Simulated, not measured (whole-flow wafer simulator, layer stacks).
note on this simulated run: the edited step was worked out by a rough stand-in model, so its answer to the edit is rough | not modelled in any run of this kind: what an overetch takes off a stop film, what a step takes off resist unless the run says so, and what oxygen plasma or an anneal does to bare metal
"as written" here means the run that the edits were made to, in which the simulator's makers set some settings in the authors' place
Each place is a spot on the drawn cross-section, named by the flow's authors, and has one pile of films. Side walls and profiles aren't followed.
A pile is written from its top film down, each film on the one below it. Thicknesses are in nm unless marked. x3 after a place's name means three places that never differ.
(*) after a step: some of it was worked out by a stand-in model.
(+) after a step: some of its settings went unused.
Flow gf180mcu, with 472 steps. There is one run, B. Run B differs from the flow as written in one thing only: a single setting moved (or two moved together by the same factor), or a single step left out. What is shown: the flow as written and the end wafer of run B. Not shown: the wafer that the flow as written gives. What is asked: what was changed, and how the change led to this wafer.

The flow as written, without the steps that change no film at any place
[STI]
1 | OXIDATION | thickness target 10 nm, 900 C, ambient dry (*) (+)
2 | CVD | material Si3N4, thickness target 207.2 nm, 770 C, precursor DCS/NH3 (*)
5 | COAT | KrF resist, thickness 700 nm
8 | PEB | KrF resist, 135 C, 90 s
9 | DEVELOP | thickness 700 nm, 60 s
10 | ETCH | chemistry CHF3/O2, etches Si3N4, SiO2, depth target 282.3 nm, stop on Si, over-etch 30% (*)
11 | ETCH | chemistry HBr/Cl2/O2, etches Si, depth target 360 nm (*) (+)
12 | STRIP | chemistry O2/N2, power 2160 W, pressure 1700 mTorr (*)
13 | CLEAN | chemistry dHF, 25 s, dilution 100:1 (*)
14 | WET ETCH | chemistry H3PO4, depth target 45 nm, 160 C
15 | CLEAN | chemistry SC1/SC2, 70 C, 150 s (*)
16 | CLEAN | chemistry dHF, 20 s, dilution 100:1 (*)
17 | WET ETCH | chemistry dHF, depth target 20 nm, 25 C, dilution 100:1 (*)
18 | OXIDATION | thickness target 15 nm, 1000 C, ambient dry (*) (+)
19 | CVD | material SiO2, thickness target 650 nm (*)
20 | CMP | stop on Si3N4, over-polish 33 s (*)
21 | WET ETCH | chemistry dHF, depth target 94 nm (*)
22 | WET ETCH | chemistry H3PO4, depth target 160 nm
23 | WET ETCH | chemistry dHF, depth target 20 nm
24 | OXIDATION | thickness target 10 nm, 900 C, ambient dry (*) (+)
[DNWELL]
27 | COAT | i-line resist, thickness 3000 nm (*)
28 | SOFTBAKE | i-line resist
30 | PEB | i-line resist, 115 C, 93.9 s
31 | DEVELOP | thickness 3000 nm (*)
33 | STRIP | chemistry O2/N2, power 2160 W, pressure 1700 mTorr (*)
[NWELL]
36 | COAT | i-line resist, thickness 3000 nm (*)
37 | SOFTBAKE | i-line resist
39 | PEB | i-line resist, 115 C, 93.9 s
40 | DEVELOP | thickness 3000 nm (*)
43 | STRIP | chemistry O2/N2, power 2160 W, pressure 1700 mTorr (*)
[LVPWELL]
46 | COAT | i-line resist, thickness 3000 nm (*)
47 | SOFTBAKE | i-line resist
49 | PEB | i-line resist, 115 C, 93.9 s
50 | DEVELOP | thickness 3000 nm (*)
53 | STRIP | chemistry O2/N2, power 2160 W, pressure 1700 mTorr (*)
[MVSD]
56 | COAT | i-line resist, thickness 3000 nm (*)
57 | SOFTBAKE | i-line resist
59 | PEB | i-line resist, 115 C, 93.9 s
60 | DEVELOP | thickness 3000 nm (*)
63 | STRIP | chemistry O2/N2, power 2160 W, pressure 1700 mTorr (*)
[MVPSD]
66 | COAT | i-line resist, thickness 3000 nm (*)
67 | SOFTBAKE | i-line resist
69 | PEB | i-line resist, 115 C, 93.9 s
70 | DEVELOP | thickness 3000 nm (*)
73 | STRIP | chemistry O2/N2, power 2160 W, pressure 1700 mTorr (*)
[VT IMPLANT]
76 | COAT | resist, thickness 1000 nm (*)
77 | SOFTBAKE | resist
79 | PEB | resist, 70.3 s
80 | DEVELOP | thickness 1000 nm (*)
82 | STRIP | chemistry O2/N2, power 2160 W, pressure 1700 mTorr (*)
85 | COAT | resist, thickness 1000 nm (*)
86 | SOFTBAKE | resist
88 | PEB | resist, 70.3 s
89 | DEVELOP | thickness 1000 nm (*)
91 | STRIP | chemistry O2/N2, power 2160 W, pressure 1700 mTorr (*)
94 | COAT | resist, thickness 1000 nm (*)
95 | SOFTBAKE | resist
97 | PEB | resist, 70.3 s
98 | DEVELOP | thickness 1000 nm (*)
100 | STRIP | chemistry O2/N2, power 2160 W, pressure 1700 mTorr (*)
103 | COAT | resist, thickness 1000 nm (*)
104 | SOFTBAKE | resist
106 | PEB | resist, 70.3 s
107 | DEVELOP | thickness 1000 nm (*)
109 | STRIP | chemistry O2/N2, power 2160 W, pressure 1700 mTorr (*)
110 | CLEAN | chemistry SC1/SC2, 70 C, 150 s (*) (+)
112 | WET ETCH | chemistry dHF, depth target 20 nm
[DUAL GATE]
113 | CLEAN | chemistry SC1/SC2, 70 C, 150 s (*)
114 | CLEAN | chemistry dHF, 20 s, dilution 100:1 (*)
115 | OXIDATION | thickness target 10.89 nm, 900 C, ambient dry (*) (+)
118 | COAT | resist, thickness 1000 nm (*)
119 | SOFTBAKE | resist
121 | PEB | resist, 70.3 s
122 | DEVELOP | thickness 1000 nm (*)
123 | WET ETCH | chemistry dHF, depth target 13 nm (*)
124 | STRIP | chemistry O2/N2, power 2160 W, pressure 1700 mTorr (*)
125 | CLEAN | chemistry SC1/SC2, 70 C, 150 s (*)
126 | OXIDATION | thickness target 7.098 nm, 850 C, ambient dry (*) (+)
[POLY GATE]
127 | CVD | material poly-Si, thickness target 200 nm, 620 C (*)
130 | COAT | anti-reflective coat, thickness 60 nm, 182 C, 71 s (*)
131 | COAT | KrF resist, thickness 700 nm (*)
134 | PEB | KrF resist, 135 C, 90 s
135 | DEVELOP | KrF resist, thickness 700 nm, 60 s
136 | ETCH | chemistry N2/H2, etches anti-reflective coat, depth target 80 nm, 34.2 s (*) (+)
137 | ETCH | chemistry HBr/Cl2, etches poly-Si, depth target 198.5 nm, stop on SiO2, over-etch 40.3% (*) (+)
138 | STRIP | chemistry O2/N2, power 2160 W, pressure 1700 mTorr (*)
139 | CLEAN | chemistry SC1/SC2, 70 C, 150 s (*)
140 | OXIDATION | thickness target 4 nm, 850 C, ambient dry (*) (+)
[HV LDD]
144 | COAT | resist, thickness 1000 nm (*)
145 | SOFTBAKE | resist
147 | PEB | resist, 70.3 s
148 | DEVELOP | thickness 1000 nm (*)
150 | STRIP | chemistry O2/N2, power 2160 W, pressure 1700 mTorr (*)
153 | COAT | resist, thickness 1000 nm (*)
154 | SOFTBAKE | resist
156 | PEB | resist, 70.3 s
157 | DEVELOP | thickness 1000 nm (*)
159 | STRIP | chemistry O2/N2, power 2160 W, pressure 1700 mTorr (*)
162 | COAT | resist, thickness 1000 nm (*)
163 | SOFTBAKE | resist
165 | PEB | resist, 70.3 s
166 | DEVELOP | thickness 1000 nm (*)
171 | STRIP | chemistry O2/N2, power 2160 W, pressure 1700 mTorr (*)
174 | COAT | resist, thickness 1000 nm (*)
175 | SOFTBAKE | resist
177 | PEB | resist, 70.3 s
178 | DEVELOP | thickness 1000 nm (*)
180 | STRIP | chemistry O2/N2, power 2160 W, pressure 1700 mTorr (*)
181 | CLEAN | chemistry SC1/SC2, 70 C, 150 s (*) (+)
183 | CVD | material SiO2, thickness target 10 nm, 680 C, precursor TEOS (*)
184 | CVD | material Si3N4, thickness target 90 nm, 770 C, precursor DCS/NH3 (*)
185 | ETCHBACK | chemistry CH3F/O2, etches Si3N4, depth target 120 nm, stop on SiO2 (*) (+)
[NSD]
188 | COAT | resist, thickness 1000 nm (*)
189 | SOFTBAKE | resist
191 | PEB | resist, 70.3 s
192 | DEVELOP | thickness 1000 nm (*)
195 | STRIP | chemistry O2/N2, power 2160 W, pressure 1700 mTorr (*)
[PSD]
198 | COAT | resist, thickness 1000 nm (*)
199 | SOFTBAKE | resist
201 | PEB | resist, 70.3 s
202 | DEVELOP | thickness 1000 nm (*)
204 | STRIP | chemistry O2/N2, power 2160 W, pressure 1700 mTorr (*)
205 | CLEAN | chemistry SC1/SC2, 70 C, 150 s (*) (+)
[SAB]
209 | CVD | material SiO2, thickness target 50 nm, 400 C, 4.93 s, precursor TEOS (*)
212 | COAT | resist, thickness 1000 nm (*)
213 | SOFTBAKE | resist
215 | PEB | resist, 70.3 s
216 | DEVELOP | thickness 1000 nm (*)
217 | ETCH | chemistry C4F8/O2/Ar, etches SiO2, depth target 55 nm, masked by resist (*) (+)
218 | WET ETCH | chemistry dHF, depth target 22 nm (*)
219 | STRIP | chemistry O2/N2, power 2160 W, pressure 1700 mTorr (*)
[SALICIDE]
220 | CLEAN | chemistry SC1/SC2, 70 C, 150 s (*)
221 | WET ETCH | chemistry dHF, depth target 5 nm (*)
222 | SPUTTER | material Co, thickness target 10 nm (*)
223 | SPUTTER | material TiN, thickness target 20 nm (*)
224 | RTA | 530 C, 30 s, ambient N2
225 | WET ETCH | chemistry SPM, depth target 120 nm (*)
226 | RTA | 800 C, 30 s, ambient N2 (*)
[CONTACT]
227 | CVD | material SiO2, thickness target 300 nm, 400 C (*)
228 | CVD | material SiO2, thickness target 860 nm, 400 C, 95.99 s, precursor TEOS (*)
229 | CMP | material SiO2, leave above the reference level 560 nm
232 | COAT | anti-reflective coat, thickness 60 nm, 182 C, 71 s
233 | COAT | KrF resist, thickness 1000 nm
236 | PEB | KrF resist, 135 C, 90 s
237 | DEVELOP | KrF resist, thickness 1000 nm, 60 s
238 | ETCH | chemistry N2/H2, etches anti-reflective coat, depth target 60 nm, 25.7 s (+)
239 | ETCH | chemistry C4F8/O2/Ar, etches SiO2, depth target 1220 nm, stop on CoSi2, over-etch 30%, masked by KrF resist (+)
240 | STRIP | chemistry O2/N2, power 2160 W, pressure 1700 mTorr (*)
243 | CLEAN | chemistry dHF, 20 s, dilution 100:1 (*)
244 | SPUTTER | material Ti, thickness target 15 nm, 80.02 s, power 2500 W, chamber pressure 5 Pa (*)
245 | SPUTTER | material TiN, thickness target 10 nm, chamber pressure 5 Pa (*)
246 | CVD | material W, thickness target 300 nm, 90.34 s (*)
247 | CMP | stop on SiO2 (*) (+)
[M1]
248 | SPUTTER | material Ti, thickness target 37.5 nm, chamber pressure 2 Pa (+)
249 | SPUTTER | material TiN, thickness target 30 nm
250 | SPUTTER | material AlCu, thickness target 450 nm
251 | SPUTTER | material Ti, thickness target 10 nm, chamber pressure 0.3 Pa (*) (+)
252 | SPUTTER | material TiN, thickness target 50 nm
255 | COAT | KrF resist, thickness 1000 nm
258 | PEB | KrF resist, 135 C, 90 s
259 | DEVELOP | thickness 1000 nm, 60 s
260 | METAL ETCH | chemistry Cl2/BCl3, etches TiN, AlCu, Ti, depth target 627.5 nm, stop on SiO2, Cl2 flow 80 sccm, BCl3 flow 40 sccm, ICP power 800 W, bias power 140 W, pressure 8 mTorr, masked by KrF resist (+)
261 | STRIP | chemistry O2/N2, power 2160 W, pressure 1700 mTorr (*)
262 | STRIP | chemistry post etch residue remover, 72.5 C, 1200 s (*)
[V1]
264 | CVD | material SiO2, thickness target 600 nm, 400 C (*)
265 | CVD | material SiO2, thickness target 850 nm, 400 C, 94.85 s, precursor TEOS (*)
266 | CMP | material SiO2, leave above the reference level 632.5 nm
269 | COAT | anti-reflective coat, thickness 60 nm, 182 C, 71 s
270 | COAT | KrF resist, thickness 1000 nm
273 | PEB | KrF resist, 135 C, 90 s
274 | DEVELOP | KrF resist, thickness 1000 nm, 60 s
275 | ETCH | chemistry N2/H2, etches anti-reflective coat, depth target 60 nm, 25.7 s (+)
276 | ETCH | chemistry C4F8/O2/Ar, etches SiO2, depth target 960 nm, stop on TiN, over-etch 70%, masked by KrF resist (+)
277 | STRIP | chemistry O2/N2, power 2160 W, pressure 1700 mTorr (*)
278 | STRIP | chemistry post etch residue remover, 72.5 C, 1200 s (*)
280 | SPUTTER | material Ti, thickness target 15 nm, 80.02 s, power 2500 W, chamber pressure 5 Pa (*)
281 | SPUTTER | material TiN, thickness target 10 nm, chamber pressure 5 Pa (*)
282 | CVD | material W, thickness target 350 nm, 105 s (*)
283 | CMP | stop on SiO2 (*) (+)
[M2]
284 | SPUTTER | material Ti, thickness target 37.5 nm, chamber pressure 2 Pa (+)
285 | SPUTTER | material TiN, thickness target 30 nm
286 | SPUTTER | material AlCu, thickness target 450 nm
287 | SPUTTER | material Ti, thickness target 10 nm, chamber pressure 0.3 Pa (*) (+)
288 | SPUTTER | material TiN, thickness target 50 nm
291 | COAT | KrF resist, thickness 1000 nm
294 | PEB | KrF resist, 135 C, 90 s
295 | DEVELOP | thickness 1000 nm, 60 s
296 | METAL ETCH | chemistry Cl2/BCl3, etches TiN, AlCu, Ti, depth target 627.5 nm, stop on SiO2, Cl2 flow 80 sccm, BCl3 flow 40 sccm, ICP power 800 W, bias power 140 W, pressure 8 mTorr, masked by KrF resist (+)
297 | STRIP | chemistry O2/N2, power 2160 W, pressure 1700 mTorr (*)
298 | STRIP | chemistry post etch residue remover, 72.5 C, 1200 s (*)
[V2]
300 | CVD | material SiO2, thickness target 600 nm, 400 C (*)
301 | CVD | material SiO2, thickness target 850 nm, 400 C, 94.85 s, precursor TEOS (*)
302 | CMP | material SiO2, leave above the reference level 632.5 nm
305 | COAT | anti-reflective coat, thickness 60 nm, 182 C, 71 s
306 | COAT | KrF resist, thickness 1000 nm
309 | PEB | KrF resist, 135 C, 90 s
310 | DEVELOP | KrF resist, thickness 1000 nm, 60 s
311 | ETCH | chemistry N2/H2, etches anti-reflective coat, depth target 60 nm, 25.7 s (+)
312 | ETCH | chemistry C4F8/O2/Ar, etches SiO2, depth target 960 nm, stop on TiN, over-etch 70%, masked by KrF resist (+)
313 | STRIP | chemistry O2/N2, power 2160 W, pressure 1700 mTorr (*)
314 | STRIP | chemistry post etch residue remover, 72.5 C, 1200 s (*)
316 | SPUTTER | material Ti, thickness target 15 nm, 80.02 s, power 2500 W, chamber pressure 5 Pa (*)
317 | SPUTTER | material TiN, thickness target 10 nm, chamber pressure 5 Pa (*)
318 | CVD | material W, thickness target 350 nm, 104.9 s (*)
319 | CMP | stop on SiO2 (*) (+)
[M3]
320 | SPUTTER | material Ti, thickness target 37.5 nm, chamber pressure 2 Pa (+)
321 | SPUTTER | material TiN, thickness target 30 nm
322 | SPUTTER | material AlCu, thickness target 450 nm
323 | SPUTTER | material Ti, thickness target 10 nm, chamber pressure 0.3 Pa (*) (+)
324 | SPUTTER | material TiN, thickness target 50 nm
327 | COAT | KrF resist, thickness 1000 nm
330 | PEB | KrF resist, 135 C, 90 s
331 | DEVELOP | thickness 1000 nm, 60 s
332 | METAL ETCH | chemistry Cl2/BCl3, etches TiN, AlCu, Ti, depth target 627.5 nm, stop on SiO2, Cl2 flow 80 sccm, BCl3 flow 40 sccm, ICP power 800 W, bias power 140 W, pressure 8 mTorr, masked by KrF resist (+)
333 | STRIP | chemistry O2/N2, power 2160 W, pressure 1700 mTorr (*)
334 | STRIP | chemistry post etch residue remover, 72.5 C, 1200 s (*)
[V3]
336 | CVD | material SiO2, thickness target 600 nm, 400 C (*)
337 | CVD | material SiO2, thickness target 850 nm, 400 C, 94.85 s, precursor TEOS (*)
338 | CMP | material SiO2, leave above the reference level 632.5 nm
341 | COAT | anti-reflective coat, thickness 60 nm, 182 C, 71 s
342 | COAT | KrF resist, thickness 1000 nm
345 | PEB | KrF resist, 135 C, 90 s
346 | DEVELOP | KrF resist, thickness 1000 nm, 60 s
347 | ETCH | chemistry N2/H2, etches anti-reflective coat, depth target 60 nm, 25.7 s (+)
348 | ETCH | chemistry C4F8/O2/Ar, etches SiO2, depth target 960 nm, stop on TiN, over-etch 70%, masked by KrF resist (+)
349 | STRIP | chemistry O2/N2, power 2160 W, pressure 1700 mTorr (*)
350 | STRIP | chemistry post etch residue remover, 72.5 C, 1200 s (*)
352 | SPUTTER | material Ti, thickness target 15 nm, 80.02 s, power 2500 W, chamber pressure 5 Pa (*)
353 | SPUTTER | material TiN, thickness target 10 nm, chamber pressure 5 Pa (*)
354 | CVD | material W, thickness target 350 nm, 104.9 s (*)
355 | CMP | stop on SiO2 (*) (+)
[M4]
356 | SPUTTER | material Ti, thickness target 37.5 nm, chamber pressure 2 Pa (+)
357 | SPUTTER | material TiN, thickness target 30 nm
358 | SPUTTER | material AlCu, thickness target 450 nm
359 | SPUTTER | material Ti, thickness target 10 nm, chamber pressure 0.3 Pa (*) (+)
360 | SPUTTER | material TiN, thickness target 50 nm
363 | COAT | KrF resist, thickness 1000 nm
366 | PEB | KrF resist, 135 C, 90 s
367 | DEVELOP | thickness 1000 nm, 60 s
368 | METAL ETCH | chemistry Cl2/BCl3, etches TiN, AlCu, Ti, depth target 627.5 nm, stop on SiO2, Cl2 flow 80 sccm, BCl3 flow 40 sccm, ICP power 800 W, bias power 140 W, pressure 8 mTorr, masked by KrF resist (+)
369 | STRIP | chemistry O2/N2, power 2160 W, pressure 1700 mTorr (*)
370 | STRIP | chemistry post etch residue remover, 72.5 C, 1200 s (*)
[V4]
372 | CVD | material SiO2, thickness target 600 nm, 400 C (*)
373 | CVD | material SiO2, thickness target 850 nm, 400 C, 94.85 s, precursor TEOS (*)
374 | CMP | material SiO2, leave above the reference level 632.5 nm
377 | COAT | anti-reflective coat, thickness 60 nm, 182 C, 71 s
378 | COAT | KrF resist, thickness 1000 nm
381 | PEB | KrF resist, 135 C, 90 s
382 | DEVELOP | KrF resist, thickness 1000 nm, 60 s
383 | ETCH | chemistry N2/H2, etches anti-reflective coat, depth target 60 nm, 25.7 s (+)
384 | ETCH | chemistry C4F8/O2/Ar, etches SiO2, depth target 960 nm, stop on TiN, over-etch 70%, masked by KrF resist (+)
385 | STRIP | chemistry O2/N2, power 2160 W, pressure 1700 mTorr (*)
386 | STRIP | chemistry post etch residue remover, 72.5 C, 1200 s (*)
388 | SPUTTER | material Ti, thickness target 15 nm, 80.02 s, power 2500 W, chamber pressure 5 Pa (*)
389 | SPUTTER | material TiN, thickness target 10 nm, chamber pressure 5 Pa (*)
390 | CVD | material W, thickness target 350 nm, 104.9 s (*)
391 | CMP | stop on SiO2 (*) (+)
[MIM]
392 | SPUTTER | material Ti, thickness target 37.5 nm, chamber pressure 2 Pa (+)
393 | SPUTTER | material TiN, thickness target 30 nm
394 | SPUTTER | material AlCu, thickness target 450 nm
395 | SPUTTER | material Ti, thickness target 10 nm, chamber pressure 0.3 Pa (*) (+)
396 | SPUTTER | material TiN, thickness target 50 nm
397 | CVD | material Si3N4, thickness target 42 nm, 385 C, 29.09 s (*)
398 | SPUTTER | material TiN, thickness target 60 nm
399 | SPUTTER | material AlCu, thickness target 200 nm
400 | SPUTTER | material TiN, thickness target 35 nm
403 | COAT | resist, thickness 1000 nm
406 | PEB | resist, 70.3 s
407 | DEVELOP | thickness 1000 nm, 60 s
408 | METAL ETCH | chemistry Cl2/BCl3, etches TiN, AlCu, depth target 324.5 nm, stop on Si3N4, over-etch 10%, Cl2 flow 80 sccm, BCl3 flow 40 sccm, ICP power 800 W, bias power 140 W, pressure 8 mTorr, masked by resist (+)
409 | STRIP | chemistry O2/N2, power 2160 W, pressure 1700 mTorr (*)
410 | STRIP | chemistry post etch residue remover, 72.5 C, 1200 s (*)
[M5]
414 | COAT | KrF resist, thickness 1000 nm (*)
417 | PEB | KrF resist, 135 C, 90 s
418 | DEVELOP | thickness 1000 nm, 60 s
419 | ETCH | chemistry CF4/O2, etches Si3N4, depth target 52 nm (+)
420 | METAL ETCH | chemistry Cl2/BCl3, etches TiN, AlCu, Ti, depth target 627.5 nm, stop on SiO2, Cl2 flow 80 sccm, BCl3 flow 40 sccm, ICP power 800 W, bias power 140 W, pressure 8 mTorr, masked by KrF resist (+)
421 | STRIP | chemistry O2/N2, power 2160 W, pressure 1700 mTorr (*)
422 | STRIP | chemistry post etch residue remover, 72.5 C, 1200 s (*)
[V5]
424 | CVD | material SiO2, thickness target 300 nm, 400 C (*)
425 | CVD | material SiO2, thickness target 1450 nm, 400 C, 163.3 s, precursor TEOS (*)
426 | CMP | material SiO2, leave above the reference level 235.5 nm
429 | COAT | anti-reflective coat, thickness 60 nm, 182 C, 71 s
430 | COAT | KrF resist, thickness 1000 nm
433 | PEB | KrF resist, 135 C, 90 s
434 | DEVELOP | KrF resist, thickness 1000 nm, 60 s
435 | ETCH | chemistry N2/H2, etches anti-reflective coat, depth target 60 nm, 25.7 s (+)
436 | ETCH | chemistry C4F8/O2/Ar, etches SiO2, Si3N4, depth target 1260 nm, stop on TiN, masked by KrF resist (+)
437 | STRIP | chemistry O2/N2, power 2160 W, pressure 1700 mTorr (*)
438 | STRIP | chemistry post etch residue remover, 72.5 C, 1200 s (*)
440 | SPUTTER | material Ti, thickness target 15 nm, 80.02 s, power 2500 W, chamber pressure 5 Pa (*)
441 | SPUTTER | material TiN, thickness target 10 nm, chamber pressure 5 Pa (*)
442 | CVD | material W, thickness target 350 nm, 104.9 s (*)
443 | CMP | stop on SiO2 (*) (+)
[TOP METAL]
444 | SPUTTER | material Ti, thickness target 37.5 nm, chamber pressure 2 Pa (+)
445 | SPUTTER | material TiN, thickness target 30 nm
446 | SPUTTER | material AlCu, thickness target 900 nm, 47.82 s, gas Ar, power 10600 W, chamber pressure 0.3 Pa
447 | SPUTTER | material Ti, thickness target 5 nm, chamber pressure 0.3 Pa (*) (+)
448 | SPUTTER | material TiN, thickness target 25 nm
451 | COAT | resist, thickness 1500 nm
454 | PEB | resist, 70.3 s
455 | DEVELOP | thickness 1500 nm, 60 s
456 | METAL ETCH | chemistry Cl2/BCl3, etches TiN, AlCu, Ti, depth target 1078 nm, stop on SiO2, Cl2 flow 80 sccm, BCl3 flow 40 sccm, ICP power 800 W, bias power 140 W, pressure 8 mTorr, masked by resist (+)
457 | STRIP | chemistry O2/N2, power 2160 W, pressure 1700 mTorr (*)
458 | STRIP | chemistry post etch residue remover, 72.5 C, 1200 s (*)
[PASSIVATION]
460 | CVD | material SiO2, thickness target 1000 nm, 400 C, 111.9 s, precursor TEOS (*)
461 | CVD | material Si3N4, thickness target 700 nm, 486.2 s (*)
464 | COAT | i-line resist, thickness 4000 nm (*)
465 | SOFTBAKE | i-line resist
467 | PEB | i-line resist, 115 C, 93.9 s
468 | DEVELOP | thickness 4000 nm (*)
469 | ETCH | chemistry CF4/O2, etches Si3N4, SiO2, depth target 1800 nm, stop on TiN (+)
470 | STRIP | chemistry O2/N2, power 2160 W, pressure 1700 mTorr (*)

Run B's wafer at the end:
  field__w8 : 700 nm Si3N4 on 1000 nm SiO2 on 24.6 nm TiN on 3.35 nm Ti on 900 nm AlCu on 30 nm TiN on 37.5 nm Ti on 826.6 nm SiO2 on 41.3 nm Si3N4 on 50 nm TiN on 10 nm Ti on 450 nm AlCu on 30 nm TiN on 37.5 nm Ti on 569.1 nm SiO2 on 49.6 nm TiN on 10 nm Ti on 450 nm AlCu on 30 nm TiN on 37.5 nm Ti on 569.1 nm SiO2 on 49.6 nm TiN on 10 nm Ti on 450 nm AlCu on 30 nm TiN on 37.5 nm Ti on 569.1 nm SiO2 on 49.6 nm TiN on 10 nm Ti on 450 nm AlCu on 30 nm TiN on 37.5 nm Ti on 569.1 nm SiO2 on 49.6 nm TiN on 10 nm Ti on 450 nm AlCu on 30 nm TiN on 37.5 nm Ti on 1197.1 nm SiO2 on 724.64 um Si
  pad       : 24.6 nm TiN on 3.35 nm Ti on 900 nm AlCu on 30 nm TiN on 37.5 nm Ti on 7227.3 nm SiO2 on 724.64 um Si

The reason: step 447, SPUTTER: thickness target 3.35 nm was run, while the flow as written has thickness target 5 nm.
The wafer itself shows it: field__w8 has Ti 3.35, and step 447 as written asks for 5 nm.

Step by step, how the change led to this:
  447 | SPUTTER | material Ti, thickness target 5 nm, chamber pressure 0.3 Pa (*) (+)
      field, field__w1, field__w2 and 109 more: +3.35 Ti (new film) (in the flow as written it would be: +5 Ti (new film))
  456 | METAL ETCH | chemistry Cl2/BCl3, etches TiN, AlCu, Ti, depth target 1078 nm, stop on SiO2, Cl2 flow 80 sccm, BCl3 flow 40 sccm, ICP power 800 W, bias power 140 W, pressure 8 mTorr, masked by resist (+)
      field, field__w1, field__w2 and 103 more: -25 TiN (all of it), -3.35 Ti (all of it), -900 AlCu (all of it), -30 TiN (all of it), -37.5 Ti (all of it) (in the flow as written it would be: -25 TiN (all of it), -5 Ti (all of it), -900 AlCu (all of it), -30 TiN (all of it), -37.5 Ti (all of it))
